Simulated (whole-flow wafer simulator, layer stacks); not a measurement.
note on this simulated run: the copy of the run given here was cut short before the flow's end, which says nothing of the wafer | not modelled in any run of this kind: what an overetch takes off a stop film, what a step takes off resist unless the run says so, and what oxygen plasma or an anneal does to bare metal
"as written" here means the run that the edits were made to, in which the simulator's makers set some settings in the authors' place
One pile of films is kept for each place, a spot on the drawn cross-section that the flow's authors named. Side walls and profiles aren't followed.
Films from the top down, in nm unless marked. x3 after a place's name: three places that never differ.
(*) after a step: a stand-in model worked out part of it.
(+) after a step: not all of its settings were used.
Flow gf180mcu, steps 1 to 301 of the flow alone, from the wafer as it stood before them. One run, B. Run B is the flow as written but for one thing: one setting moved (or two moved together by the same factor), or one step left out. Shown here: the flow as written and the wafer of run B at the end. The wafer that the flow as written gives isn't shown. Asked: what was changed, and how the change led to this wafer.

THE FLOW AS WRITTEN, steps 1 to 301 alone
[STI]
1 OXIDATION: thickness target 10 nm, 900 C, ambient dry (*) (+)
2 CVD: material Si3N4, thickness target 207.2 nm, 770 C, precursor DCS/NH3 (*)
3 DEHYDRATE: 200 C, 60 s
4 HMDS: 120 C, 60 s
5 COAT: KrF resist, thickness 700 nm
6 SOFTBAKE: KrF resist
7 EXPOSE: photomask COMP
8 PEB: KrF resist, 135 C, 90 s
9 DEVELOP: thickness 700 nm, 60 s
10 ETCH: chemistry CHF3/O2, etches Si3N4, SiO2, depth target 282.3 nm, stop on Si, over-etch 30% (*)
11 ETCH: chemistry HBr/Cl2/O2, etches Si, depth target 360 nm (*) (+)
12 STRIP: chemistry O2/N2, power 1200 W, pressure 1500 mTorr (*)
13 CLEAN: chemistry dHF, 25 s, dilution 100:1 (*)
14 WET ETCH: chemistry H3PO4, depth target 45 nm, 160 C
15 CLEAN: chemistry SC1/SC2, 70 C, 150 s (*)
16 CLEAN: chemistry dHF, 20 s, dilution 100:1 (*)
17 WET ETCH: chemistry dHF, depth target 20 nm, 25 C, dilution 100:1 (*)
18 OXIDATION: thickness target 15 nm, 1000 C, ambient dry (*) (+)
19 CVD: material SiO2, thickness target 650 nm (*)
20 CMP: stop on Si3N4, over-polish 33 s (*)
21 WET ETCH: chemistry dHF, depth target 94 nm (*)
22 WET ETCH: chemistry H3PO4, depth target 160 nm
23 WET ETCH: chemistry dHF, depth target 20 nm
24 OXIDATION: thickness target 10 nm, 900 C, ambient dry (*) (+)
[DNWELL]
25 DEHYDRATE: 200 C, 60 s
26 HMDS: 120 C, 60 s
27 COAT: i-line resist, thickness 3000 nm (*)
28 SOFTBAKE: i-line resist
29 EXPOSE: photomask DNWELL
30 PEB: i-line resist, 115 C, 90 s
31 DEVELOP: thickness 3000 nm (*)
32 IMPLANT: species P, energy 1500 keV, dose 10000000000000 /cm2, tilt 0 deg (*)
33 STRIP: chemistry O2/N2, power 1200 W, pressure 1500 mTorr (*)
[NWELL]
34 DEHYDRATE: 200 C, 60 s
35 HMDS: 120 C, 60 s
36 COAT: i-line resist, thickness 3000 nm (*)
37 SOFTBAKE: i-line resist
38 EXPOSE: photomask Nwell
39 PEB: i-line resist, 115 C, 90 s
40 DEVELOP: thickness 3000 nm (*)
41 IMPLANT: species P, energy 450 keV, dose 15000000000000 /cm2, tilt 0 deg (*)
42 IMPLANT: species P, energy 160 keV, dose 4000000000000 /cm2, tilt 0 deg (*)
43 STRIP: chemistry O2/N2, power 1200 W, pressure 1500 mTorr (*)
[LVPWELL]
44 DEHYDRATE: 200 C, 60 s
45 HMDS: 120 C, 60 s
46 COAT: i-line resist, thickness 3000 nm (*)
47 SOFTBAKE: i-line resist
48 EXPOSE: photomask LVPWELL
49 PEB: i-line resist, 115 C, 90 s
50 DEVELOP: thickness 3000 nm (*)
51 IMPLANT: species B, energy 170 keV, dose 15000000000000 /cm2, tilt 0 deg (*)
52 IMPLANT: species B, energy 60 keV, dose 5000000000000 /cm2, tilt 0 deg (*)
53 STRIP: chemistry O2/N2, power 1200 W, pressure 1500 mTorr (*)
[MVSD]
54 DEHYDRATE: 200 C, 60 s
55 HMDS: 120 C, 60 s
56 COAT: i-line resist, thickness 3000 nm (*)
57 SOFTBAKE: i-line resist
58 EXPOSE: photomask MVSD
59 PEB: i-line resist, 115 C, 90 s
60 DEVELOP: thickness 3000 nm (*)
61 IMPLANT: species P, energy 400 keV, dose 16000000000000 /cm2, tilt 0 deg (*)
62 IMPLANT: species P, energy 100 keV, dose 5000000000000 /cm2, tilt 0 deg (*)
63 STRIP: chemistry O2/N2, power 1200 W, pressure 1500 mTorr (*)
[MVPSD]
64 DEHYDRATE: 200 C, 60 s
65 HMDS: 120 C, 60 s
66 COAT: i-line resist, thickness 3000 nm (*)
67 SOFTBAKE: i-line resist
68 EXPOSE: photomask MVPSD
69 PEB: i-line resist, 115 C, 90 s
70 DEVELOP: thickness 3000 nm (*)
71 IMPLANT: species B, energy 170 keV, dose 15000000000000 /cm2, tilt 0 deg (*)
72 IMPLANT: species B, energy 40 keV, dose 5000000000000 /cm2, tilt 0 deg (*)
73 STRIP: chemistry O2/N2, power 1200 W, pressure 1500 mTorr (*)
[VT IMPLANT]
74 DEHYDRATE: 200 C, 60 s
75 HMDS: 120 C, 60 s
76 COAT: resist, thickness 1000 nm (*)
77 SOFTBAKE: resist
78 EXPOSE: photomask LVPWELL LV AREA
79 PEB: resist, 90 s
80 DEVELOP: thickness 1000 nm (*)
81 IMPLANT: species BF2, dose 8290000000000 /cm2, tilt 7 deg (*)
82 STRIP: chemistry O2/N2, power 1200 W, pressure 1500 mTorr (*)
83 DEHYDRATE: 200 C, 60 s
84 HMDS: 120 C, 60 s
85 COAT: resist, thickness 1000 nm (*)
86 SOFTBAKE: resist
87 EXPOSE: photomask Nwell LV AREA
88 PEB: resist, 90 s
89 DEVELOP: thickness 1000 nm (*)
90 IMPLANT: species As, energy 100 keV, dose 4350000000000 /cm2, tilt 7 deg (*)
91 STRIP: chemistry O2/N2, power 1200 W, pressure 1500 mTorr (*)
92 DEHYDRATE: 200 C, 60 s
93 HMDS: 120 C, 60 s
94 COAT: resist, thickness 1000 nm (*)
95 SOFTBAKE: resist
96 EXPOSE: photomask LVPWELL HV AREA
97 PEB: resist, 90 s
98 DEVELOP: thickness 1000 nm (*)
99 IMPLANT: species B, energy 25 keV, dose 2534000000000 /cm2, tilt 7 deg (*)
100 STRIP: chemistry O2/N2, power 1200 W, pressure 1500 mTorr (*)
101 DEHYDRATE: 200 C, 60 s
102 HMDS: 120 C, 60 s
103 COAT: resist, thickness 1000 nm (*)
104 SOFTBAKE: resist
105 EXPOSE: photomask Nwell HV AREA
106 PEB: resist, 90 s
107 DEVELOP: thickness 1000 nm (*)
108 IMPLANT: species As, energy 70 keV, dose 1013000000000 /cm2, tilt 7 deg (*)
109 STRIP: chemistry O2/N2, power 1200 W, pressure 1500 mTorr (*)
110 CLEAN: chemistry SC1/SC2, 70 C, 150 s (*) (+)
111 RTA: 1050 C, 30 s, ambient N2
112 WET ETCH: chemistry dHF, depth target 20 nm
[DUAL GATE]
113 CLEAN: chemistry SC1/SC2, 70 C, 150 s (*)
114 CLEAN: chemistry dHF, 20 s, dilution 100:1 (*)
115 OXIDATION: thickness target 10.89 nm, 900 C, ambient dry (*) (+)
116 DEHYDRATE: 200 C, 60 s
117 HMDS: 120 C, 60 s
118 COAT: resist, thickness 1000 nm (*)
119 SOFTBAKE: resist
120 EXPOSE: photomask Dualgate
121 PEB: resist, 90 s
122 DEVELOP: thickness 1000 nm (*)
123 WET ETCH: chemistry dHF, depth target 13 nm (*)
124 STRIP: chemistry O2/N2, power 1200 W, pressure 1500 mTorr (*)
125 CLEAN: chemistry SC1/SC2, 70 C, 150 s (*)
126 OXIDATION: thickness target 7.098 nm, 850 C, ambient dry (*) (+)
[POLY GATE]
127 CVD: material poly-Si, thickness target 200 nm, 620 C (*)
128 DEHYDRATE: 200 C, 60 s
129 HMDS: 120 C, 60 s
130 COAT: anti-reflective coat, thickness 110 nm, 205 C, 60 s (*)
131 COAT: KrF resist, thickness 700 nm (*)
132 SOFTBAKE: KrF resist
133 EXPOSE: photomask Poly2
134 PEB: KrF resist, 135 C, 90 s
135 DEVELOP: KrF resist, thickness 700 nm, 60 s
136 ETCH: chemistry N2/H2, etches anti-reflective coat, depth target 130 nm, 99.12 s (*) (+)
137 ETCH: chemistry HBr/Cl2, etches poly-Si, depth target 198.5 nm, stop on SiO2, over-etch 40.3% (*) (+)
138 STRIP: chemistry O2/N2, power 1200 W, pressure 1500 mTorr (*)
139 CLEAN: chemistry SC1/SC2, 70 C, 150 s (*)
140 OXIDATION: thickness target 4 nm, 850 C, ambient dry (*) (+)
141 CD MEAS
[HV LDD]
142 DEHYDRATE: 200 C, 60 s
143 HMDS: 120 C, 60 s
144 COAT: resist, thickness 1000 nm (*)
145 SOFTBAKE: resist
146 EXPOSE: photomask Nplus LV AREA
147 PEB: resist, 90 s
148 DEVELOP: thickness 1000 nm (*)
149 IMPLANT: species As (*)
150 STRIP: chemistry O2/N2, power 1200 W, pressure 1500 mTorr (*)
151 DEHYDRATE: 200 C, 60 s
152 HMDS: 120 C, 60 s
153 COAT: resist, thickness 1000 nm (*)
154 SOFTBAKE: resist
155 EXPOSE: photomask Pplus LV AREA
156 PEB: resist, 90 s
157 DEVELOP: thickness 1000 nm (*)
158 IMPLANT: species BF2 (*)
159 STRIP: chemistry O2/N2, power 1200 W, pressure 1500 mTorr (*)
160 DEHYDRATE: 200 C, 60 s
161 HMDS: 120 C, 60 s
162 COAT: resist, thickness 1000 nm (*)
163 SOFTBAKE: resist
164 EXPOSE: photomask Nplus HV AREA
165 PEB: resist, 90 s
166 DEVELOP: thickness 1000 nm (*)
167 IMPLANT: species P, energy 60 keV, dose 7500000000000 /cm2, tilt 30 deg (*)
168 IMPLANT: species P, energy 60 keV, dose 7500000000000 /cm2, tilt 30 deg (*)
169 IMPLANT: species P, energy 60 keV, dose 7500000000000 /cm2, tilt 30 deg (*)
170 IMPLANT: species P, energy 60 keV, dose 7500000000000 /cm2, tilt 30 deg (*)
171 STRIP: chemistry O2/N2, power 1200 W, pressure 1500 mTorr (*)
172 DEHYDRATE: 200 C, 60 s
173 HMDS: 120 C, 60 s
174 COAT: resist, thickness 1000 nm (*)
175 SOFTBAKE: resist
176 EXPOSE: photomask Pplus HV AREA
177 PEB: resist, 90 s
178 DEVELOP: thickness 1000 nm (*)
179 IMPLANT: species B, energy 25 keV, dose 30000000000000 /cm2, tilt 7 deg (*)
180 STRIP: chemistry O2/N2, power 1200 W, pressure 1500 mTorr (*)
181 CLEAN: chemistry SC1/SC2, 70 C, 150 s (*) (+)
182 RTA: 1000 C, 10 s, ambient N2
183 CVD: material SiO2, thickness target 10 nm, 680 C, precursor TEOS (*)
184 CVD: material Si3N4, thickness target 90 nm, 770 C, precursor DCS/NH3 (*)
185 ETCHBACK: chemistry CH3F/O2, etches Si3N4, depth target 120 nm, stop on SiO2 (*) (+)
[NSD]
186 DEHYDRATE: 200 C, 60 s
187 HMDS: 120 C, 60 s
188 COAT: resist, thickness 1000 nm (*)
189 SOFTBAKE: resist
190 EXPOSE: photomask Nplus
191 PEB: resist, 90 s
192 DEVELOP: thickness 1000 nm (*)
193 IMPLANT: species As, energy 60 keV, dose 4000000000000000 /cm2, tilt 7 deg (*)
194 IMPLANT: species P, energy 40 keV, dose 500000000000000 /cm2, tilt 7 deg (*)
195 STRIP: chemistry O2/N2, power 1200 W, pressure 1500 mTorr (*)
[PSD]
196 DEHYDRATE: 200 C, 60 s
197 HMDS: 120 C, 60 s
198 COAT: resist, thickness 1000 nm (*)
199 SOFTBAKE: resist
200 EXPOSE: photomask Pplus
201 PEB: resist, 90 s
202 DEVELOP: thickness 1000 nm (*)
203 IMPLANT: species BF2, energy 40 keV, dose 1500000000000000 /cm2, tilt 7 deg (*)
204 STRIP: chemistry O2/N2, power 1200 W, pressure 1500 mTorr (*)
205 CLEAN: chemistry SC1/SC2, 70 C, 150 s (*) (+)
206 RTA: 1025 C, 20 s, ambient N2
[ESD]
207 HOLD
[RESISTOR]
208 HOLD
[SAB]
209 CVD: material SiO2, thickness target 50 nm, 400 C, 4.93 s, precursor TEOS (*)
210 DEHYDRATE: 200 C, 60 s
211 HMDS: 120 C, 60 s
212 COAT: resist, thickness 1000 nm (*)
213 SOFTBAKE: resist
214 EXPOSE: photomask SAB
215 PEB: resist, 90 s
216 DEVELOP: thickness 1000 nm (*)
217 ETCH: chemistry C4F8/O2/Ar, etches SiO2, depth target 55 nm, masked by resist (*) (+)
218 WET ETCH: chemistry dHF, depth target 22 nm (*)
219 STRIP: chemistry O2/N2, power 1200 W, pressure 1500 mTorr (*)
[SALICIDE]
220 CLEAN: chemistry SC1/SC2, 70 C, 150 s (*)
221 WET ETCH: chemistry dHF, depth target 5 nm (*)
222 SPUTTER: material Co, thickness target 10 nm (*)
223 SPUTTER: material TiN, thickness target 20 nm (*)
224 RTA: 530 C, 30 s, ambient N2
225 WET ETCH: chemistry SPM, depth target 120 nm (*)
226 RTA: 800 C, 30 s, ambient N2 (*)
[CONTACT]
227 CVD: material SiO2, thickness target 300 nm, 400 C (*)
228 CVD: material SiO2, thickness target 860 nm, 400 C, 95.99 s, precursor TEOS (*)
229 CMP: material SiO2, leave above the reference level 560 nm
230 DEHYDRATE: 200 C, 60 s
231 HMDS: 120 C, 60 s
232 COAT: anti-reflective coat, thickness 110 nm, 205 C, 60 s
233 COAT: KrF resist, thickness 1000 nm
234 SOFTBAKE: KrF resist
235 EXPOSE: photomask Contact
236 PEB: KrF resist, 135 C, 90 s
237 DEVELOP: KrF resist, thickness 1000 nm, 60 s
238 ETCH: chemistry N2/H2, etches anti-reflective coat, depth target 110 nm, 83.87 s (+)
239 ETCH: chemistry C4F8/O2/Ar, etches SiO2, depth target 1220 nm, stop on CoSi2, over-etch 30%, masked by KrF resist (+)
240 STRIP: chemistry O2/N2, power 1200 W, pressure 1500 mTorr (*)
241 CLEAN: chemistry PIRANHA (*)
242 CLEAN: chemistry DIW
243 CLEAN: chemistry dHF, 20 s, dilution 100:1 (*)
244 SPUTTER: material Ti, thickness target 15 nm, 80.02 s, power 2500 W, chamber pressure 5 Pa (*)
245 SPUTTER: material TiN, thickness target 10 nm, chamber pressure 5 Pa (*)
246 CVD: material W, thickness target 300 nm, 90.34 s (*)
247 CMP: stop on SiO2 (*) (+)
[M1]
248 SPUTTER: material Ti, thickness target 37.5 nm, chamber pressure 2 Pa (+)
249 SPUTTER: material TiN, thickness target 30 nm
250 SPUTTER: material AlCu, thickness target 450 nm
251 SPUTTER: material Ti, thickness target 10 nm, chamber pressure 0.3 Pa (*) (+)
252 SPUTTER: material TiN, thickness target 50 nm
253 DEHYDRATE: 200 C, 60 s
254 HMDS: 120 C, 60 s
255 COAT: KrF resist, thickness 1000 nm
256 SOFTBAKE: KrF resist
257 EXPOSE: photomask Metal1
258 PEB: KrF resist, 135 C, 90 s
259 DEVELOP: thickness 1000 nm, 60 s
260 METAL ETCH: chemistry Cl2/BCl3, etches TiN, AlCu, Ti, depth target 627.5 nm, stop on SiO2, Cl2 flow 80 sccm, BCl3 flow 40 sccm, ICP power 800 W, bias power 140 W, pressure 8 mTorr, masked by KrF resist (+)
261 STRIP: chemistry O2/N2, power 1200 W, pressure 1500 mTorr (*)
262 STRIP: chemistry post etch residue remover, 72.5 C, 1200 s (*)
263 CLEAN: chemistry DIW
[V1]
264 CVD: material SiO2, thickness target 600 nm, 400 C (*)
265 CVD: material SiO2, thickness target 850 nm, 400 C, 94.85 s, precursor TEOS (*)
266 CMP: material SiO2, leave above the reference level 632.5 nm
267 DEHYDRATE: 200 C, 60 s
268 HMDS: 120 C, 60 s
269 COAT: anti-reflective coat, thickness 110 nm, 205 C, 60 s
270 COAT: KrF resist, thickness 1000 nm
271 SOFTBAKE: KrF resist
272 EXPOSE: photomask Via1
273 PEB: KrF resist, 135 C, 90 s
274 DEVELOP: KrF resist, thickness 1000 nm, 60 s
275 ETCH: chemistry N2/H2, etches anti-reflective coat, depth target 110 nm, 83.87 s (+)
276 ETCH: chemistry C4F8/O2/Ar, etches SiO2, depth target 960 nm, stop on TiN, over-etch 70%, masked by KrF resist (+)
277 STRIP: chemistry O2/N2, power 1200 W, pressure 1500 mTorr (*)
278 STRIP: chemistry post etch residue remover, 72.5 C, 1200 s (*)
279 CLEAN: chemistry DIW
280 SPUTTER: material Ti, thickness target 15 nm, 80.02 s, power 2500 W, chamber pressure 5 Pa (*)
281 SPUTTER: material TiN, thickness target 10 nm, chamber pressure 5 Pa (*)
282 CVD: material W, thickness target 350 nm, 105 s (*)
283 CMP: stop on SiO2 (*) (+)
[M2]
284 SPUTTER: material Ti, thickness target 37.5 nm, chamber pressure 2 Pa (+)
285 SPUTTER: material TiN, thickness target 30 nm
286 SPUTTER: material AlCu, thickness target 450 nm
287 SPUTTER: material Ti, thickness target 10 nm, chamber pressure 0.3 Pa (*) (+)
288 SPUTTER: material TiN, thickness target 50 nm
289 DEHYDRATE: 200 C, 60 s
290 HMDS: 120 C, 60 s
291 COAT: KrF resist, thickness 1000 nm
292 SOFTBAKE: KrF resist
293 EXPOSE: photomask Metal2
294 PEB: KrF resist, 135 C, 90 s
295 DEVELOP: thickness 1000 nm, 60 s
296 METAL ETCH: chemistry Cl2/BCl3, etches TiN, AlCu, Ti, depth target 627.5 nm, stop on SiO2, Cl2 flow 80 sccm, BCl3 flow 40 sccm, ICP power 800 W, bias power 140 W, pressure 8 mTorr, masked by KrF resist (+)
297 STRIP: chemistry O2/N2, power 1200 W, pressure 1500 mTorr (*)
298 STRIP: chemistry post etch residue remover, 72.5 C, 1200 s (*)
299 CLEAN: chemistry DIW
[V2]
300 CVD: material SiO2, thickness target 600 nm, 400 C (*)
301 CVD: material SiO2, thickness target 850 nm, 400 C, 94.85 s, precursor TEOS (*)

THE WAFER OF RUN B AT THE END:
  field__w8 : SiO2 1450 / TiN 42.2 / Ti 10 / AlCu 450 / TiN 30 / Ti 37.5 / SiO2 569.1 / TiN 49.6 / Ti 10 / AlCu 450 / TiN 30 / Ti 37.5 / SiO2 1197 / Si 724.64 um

The cause: step 288, SPUTTER: thickness target 42.6 nm was run, where the flow has thickness target 50 nm.

How the change led to this, step by step:
  288 SPUTTER: material TiN, thickness target 50 nm
      field, field__w1, field__w2 and 108 more: TiN +42.6 (new film) (as written it would be: TiN +50 (new film))
  296 METAL ETCH: chemistry Cl2/BCl3, etches TiN, AlCu, Ti, depth target 627.5 nm, stop on SiO2, Cl2 flow 80 sccm, BCl3 flow 40 sccm, ICP power 800 W, bias power 140 W, pressure 8 mTorr, masked by KrF resist (+)
      field, field__w1, field__w2 and 103 more: TiN -42.6 (all of it), Ti -10 (all of it), AlCu -450 (all of it), TiN -30 (all of it), Ti -37.5 (all of it) (as written it would be: TiN -50 (all of it), Ti -10 (all of it), AlCu -450 (all of it), TiN -30 (all of it), Ti -37.5 (all of it))
